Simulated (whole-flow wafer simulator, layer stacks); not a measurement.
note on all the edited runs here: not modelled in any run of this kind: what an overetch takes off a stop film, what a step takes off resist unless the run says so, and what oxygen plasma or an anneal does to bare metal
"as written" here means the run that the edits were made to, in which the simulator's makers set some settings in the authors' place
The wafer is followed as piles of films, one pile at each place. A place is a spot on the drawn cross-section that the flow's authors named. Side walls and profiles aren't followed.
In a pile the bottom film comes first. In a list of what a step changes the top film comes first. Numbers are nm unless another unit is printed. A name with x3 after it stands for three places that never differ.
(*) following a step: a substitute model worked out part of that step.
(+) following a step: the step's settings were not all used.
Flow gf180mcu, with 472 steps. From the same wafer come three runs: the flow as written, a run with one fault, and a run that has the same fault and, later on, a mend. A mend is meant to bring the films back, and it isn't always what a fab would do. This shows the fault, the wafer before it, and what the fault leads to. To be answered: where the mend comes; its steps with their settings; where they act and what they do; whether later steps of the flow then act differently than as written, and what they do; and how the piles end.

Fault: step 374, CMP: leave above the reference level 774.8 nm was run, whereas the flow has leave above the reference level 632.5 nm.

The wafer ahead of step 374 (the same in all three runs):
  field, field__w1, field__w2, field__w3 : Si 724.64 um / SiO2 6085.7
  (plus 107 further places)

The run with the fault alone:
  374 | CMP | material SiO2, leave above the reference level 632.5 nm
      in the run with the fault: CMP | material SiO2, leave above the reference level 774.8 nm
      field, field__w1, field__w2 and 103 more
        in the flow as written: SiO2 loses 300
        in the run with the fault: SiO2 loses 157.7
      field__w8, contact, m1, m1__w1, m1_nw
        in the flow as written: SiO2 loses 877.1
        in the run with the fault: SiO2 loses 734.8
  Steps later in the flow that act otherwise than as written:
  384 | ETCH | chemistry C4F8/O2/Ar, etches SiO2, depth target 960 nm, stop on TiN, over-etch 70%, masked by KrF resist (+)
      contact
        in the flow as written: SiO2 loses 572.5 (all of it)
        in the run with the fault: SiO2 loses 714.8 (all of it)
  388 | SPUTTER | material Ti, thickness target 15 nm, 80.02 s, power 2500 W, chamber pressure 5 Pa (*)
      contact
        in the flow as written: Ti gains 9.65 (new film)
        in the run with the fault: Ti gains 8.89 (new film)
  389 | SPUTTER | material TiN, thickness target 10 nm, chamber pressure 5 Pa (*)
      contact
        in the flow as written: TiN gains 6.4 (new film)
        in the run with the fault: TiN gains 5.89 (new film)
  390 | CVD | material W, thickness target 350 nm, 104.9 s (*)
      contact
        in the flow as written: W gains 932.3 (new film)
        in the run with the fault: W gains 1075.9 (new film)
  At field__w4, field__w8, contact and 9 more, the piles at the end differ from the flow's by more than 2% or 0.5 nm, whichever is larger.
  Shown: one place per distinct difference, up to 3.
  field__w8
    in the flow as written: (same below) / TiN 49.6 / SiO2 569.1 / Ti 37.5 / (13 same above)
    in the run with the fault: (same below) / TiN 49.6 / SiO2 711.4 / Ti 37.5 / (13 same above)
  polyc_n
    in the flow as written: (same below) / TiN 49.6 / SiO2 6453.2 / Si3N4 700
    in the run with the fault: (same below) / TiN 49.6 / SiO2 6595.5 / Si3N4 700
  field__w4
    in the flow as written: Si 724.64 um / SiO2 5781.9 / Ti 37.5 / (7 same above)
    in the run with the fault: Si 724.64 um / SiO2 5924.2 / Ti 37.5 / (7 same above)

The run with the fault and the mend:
  The mend stands after step 374.
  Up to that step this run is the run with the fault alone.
  374a | CMP | material SiO2, leave above the reference level 632.5 nm (the flow's step 374, run once more)
      field, field__w1, field__w2 and 108 more
        SiO2 loses 142.3
  Every later step of the flow that is run acts as written at every place that is followed.
  The piles end the same as the flow's at every place that both follow.
